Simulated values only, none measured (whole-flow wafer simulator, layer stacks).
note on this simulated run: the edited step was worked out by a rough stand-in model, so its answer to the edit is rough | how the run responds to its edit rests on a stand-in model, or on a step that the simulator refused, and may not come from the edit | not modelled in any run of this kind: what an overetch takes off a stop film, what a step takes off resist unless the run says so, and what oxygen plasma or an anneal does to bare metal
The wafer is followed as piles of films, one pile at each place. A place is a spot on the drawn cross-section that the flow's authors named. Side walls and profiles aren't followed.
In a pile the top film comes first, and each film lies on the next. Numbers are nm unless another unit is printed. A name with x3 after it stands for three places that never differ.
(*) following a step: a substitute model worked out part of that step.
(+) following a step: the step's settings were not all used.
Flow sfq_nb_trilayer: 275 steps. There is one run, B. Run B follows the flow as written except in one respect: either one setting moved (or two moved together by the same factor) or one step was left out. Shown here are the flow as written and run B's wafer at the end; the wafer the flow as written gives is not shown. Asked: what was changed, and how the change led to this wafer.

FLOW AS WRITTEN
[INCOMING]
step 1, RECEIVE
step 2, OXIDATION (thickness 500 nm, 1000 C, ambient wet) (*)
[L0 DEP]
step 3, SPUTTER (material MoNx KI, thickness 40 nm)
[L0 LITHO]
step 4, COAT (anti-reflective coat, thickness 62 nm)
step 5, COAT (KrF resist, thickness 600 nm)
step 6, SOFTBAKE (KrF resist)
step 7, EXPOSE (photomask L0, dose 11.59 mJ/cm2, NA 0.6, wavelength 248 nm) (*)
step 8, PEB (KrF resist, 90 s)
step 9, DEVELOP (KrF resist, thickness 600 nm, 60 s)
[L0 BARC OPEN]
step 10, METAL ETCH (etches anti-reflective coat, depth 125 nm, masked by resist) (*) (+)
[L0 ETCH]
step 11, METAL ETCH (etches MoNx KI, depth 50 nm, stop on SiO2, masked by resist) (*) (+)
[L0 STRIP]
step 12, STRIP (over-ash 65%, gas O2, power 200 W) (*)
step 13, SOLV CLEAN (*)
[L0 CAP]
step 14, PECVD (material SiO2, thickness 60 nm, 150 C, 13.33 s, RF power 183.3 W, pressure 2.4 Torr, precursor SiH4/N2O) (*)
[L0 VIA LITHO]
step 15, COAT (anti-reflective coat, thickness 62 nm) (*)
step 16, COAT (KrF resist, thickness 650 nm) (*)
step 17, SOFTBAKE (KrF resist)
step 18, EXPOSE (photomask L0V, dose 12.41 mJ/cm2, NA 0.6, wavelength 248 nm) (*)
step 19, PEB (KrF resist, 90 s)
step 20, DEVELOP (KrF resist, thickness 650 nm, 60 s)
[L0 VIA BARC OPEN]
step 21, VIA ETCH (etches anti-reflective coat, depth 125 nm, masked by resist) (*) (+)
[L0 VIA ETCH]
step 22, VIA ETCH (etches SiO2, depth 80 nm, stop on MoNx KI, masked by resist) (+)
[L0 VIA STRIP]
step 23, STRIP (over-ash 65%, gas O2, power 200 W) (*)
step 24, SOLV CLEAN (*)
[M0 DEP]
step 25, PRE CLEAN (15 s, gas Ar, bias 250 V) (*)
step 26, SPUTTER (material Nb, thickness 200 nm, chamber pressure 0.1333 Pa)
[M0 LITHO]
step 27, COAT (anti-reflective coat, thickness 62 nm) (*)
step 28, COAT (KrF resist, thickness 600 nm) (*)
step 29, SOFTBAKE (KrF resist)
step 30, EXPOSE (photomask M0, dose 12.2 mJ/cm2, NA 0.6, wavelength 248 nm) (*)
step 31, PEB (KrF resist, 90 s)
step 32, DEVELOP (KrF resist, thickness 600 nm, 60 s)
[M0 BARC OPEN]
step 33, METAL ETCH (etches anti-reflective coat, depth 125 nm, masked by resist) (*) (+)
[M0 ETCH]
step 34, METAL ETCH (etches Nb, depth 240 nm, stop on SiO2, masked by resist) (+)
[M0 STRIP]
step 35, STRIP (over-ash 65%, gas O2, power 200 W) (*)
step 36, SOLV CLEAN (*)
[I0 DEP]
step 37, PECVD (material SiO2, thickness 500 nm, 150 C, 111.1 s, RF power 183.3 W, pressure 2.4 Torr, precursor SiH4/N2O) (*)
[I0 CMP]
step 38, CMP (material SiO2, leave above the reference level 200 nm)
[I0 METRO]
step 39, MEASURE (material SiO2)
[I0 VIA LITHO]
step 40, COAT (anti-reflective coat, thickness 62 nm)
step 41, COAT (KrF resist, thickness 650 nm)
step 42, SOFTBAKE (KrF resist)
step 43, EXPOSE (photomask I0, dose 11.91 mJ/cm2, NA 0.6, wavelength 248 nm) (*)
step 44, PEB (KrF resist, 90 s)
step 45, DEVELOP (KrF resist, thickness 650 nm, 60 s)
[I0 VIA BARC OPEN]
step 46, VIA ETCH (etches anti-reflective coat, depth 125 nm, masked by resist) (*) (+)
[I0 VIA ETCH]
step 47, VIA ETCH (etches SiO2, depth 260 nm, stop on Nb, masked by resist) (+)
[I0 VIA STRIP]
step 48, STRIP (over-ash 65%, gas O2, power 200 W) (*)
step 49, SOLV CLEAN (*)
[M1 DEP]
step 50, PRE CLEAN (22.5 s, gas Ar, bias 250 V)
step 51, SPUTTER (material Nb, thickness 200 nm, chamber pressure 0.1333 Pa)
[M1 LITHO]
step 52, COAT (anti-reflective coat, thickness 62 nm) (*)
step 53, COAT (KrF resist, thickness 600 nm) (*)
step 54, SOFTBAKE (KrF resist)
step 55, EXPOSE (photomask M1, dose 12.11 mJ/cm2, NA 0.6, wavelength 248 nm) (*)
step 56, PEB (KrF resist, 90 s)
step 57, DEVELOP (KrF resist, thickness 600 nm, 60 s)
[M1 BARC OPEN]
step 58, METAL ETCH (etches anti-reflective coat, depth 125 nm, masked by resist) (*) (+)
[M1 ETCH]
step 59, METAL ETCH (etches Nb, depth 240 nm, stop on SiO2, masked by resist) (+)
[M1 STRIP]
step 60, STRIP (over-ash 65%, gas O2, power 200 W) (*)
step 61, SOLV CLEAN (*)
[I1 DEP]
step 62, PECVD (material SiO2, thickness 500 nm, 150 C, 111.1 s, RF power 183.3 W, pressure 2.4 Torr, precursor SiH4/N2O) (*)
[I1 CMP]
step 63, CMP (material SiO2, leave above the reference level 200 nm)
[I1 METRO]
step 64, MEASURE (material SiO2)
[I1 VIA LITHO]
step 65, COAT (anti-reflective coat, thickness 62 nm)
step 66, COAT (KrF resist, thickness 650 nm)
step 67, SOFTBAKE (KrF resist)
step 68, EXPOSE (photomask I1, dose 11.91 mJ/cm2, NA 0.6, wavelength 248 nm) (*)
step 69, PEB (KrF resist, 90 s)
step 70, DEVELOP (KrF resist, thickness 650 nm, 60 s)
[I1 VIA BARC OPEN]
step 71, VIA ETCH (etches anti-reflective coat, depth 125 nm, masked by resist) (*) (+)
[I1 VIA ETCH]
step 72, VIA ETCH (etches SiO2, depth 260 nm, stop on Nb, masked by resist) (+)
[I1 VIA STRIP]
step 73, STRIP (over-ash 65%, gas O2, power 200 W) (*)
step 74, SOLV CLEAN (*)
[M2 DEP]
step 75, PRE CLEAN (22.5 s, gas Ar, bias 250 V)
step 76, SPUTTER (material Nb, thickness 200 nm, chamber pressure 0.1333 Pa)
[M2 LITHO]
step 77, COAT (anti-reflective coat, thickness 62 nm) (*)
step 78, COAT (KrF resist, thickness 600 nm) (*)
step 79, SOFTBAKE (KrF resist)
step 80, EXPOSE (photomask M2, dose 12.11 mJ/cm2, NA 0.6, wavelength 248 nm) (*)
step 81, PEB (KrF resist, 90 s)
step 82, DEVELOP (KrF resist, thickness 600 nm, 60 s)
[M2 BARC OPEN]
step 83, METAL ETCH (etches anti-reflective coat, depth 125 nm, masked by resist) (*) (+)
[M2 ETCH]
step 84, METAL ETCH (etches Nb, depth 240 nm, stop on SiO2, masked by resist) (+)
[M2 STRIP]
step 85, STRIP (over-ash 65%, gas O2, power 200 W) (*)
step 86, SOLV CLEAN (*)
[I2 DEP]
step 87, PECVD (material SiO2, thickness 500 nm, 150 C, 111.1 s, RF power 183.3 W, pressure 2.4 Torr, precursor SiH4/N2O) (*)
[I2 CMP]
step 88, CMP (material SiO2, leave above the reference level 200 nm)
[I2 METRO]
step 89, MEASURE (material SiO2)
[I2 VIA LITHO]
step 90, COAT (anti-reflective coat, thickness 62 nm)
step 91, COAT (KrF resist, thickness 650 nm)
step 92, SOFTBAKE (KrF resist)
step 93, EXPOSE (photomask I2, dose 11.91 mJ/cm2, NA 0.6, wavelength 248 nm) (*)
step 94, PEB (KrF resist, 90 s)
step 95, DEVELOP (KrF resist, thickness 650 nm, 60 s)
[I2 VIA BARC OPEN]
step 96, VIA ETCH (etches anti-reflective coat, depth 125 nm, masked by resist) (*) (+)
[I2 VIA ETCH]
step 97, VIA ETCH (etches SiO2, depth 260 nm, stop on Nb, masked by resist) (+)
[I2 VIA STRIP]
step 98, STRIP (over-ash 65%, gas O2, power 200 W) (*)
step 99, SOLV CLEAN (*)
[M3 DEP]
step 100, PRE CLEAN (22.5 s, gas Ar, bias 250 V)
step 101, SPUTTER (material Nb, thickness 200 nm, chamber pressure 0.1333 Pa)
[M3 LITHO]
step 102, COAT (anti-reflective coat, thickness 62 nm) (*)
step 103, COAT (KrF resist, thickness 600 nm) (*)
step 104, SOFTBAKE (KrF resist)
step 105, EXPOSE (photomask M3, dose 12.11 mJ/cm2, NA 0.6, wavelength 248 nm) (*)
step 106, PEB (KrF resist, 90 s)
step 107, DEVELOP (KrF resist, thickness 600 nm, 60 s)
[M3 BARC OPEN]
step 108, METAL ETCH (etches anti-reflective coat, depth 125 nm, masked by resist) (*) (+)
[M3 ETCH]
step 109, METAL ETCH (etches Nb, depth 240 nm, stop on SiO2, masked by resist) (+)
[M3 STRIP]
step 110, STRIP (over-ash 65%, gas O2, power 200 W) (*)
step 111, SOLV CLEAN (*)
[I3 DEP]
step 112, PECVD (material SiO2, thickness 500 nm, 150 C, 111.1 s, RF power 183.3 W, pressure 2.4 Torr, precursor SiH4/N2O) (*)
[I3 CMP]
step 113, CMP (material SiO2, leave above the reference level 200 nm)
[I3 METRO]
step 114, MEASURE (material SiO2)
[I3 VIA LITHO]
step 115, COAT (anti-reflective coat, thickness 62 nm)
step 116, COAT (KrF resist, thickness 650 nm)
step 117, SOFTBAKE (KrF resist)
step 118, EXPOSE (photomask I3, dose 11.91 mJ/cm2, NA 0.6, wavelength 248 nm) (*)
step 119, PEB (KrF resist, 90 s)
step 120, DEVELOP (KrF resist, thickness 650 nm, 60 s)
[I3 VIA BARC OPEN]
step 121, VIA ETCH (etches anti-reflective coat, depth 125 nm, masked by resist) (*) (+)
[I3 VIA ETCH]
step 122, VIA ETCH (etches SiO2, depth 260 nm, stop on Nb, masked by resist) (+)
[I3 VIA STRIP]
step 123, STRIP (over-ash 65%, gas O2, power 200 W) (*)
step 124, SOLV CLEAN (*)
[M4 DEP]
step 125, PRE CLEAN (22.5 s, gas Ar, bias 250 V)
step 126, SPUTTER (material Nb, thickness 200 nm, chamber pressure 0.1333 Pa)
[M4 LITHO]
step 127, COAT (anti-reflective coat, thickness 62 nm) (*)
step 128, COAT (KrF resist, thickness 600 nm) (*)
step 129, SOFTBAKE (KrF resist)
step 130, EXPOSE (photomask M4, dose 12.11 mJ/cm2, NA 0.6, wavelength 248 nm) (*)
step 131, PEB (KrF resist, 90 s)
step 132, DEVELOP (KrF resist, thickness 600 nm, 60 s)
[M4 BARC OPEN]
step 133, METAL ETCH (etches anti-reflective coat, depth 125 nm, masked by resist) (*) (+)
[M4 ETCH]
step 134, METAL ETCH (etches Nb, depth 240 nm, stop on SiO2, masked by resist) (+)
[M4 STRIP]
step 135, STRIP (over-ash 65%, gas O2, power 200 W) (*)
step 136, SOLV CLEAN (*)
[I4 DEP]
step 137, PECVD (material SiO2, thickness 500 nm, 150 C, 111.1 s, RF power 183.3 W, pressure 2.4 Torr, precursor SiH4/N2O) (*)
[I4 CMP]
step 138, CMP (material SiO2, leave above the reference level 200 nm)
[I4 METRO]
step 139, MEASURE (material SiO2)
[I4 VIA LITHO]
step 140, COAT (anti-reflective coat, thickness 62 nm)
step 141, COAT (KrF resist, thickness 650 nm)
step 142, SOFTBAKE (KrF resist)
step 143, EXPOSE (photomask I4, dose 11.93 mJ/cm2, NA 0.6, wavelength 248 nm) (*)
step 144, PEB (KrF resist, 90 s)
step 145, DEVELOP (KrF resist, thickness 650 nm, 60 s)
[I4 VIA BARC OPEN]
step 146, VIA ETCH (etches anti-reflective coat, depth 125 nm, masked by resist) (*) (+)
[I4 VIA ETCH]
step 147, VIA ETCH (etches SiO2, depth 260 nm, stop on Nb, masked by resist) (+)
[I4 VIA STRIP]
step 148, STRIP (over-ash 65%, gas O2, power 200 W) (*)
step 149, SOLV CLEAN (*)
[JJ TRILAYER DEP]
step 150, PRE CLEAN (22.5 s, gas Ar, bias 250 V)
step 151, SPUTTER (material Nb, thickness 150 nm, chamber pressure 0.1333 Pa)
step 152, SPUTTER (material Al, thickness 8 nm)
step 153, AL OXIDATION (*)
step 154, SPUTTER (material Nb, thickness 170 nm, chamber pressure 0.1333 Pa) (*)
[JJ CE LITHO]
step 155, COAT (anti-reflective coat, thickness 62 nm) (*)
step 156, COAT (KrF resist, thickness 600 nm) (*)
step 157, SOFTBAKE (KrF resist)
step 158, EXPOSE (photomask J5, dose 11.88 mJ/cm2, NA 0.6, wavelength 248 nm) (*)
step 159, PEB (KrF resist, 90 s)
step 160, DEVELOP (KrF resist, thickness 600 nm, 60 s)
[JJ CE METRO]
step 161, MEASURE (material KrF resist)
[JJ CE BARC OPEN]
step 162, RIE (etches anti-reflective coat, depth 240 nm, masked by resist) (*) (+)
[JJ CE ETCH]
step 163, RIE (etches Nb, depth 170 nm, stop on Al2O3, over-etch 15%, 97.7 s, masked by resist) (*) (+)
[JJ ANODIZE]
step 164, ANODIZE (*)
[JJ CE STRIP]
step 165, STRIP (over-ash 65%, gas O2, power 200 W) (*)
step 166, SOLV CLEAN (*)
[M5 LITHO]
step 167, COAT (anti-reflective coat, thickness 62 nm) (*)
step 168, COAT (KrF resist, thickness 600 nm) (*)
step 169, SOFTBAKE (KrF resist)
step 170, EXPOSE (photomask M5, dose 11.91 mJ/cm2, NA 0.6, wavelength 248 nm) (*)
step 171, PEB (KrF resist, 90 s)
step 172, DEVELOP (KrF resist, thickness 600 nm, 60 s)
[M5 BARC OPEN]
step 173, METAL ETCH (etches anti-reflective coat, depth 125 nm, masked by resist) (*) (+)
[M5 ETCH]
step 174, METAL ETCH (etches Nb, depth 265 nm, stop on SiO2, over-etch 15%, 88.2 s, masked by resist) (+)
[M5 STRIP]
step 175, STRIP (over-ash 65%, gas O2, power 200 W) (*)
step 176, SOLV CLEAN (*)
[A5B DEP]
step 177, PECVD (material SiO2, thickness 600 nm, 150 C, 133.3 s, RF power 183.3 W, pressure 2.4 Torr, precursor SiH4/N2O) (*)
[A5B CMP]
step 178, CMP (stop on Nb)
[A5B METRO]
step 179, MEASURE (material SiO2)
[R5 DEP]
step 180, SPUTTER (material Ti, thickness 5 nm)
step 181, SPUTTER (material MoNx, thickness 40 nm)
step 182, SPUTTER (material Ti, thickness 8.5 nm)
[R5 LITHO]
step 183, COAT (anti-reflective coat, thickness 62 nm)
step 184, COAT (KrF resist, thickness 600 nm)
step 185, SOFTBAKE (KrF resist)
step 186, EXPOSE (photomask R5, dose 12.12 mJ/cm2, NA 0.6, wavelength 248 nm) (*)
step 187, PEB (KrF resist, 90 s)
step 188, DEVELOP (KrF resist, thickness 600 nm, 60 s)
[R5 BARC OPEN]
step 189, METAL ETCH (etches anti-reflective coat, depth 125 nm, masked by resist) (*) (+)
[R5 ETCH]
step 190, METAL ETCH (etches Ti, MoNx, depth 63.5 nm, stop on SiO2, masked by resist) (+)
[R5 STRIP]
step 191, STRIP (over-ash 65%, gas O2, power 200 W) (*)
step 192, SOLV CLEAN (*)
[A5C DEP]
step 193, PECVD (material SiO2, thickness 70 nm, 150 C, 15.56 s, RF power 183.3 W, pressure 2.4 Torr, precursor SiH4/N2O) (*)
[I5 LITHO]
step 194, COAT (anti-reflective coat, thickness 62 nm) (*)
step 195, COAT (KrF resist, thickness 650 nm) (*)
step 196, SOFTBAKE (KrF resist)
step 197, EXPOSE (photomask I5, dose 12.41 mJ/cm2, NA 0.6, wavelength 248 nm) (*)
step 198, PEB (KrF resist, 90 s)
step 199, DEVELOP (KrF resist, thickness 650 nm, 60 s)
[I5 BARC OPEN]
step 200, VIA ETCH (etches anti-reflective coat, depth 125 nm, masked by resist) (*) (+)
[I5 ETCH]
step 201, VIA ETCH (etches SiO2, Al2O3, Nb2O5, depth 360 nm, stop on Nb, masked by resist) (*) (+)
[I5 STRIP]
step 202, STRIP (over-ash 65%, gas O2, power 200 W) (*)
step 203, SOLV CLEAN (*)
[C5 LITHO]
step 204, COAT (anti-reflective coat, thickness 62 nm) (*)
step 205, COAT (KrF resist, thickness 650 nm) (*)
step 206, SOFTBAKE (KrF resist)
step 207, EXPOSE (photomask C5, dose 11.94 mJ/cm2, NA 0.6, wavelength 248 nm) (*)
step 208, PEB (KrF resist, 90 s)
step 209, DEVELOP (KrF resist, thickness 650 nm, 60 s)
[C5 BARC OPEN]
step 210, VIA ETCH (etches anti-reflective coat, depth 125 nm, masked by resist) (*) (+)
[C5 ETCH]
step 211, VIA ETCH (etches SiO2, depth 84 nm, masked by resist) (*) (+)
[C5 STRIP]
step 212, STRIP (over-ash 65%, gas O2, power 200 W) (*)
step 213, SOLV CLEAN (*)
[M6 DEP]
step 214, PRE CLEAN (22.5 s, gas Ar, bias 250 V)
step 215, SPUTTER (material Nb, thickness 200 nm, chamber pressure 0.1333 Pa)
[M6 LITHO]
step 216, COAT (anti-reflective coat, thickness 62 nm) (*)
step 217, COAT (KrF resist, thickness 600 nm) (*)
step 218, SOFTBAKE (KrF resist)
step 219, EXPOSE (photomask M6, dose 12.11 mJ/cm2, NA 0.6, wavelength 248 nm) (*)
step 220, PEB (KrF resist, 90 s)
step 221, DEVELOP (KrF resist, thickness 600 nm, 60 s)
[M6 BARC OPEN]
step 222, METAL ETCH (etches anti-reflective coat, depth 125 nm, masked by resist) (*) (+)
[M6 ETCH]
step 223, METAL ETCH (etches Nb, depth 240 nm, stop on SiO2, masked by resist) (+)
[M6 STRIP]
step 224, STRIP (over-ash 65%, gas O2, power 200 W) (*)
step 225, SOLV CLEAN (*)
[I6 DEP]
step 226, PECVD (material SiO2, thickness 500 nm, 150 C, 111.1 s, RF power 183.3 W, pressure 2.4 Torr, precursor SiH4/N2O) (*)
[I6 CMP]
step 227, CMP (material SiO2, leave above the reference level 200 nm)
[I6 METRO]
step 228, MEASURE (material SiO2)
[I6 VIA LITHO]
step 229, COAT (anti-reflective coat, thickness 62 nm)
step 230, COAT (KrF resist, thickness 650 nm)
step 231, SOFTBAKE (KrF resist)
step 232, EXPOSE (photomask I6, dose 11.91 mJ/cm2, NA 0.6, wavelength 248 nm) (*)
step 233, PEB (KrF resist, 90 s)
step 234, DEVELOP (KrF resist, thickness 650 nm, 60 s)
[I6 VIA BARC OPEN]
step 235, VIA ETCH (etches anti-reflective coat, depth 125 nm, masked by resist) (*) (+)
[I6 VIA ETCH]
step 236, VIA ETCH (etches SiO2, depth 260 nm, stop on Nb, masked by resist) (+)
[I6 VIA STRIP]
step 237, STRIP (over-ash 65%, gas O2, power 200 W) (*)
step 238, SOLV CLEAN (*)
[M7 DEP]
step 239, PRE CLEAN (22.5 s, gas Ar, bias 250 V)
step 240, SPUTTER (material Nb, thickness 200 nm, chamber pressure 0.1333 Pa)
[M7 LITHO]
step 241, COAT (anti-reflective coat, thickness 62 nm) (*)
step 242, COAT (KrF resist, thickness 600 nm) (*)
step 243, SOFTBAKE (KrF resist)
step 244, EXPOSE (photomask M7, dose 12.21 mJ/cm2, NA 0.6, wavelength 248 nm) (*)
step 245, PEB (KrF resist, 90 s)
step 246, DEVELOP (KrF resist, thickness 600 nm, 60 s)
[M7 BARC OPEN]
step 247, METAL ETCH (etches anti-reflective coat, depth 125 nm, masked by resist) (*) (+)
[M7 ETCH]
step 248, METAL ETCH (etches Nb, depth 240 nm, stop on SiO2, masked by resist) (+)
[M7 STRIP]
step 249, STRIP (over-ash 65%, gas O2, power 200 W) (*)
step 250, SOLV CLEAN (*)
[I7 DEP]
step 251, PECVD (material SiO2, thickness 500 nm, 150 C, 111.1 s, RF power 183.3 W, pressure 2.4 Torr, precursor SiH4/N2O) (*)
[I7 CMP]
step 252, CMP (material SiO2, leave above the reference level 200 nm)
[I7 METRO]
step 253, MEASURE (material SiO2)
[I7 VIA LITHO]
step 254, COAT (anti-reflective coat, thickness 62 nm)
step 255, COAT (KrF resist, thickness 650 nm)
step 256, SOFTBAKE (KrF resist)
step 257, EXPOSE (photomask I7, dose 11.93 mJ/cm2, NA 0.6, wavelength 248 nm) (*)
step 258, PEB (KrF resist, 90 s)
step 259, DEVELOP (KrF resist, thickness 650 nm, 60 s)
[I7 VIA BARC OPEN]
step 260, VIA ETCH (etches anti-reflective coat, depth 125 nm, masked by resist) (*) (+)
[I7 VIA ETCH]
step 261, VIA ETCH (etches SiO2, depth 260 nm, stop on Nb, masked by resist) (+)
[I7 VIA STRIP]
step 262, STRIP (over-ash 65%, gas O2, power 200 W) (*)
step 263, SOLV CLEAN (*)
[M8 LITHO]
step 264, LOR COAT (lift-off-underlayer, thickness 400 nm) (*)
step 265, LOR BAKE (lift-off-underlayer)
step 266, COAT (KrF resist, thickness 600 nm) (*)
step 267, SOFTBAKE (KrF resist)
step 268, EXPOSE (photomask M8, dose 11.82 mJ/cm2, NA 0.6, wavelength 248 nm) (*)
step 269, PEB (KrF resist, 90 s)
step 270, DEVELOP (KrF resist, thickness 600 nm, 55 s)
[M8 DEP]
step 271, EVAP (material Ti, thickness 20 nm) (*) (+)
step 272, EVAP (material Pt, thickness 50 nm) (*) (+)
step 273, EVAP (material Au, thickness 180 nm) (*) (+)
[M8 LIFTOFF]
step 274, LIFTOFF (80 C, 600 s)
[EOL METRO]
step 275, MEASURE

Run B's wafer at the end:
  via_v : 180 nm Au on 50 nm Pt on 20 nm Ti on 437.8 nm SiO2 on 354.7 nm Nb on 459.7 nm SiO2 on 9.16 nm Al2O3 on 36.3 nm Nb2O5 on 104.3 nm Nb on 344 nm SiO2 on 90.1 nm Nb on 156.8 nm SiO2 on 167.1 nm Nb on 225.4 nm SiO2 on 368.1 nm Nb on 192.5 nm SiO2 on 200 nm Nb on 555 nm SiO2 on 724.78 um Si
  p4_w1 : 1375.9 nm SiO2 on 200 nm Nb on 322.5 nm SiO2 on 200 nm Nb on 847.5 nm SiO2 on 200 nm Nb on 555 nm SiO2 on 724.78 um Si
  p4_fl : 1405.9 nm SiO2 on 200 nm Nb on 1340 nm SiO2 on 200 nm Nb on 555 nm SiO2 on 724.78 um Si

Cause: step 87, PECVD: thickness 270 nm was run, whereas the flow has thickness 500 nm; step 87, PECVD: 60 s was run, where the flow has 111.1 s.

The path from the change to this, step by step:
  step 87, PECVD (material SiO2, thickness 500 nm, 150 C, 111.1 s, RF power 183.3 W, pressure 2.4 Torr, precursor SiH4/N2O) (*)
      field_l, be, be_sur and 81 more: +270 SiO2 (it would be, as written: +500 SiO2)
      v_sur, via_wl, via_w and 18 more: +270 SiO2 (new film) (it would be, as written: +500 SiO2 (new film))
      (as well as at 1 more place)
  step 88, CMP (material SiO2, leave above the reference level 200 nm)
      field_l, be, be_sur and 81 more: nothing (it would be, as written: -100 SiO2)
      via_v: nothing (it would be, as written: -181.6 SiO2)
      (as well as at 21 more places)
  step 90, COAT (anti-reflective coat, thickness 62 nm)
      gap, p3_l3, p3_s3, p3_l4, p3_s4: +63.5 anti-reflective coat (new film) (it would be, as written: +62 anti-reflective coat (new film))
      p3_s1, p3_l2, p3_s5, p3_l6: +63.7 anti-reflective coat (new film) (it would be, as written: +62 anti-reflective coat (new film))
      (as well as at 69 more places)
  step 91, COAT (KrF resist, thickness 650 nm)
      m0r_line_l, m6r_line_l, m7r_line_l: +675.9 KrF resist (new film) (it would be, as written: +650 KrF resist (new film))
      m0r_space_l, m6r_space_l, m7r_space_l: +665.9 KrF resist (new film) (it would be, as written: +650 KrF resist (new film))
      (as well as at 57 more places)
  step 95, DEVELOP (KrF resist, thickness 650 nm, 60 s)
      via_w: -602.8 KrF resist (all of it) (it would be, as written: -648.6 KrF resist (all of it))
  step 96, VIA ETCH (etches anti-reflective coat, depth 125 nm, masked by resist) (*) (+)
      field_l, v_sur, via_wl and 102 more: -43 KrF resist (it would be, as written: -51.7 KrF resist)
      via_w: -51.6 anti-reflective coat (all of it), -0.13 SiO2 (it would be, as written: -62 anti-reflective coat (all of it), -0.16 SiO2)
  step 98, STRIP (over-ash 65%, gas O2, power 200 W) (*)
      m0r_line_l, m6r_line_l, m7r_line_l: -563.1 KrF resist (all of it), -62.8 anti-reflective coat (all of it) (it would be, as written: -528.6 KrF resist (all of it), -62 anti-reflective coat (all of it))
      m0r_space_l, m6r_space_l, m7r_space_l: -553.1 KrF resist (all of it), -78.8 anti-reflective coat (all of it) (it would be, as written: -528.6 KrF resist (all of it), -62 anti-reflective coat (all of it))
      (as well as at 95 more places)
  step 101, SPUTTER (material Nb, thickness 200 nm, chamber pressure 0.1333 Pa)
      via_v: +167.1 Nb (new film) (it would be, as written: +200 Nb (new film))
  step 102, COAT (anti-reflective coat, thickness 62 nm) (*)
      m0r_line_l, m0r_line_r, m6r_line_l, m6r_line_r, m7r_line_l, m7r_line_r: +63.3 anti-reflective coat (new film) (it would be, as written: +62 anti-reflective coat (new film))
      m0r_space_l, m0r_space_r, m6r_space_l, m6r_space_r, m7r_space_l, m7r_space_r: +75.9 anti-reflective coat (new film) (it would be, as written: +62 anti-reflective coat (new film))
      (as well as at 72 more places)
  step 103, COAT (KrF resist, thickness 600 nm) (*)
      m0r_line_l, m0r_line_r, m6r_line_l, m6r_line_r, m7r_line_l, m7r_line_r: +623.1 KrF resist (new film) (it would be, as written: +600 KrF resist (new film))
      m0r_space_l, m0r_space_r, m6r_space_l, m6r_space_r, m7r_space_l, m7r_space_r: +616.8 KrF resist (new film) (it would be, as written: +600 KrF resist (new film))
      (as well as at 51 more places)
  step 107, DEVELOP (KrF resist, thickness 600 nm, 60 s)
      m0r_line_l, m0r_line_r, m6r_line_l, m6r_line_r, m7r_line_l, m7r_line_r: -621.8 KrF resist (all of it) (it would be, as written: -598.7 KrF resist (all of it))
      m0r_space_l, m0r_space_r, m6r_space_l, m6r_space_r, m7r_space_l, m7r_space_r: -615.5 KrF resist (all of it) (it would be, as written: -598.7 KrF resist (all of it))
      (as well as at 28 more places)
  step 108, METAL ETCH (etches anti-reflective coat, depth 125 nm, masked by resist) (*) (+)
      m5r_linepad_l, m5r_linepad_r, r5r_spacepad_l, r5r_spacepad_r: -125 anti-reflective coat (it would be, as written: -62 anti-reflective coat (all of it))
      v_sur, via_wl, via_w and 28 more: -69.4 KrF resist (it would be, as written: -51.7 KrF resist)
      (as well as at 53 more places)
  step 109, METAL ETCH (etches Nb, depth 240 nm, stop on SiO2, masked by resist) (+)
      m5r_linepad_l, m5r_linepad_r: -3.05 anti-reflective coat (all of it), -200 Nb (all of it) (it would be, as written: -200 Nb (all of it))
      r5r_spacepad_l, r5r_spacepad_r: -4 anti-reflective coat (all of it), -200 Nb (all of it) (it would be, as written: -200 Nb (all of it))
  step 110, STRIP (over-ash 65%, gas O2, power 200 W) (*)
      v_sur: -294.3 KrF resist (all of it), -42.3 anti-reflective coat (all of it) (it would be, as written: -365.3 KrF resist (all of it), -61.1 anti-reflective coat (all of it))
      via_wl: -308.2 KrF resist (all of it), -29 anti-reflective coat (all of it) (it would be, as written: -384.2 KrF resist (all of it), -34.2 anti-reflective coat (all of it))
      (as well as at 28 more places)
  step 112, PECVD (material SiO2, thickness 500 nm, 150 C, 111.1 s, RF power 183.3 W, pressure 2.4 Torr, precursor SiH4/N2O) (*)
      via_v: +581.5 SiO2 (new film) (it would be, as written: +500 SiO2 (new film))
  step 113, CMP (material SiO2, leave above the reference level 200 nm)
      field_l, be, be_sur and 64 more: nothing (it would be, as written: -100 SiO2)
      p4_w1, p4_w2, p4_w3 and 6 more: -170 SiO2 (it would be, as written: -300 SiO2)
      (as well as at 9 more places)
  ... 29 further steps ...
  step 178, CMP (stop on Nb)
      via_v: -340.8 SiO2 (it would be, as written: -453.5 SiO2)
If metal films that touch count as one body, via_v has 7 bodies (between them, from the top down: SiO2 437.8; SiO2 459.7 / Al2O3 9.16 / Nb2O5 36.3; SiO2 344; SiO2 156.8; SiO2 225.4; SiO2 192.5); the flow as written gives 6 bodies (between them, from the top down: SiO2 437.8; SiO2 209 / Al2O3 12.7 / Nb2O5 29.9; SiO2 425.9; SiO2 416.9; SiO2 192.5).
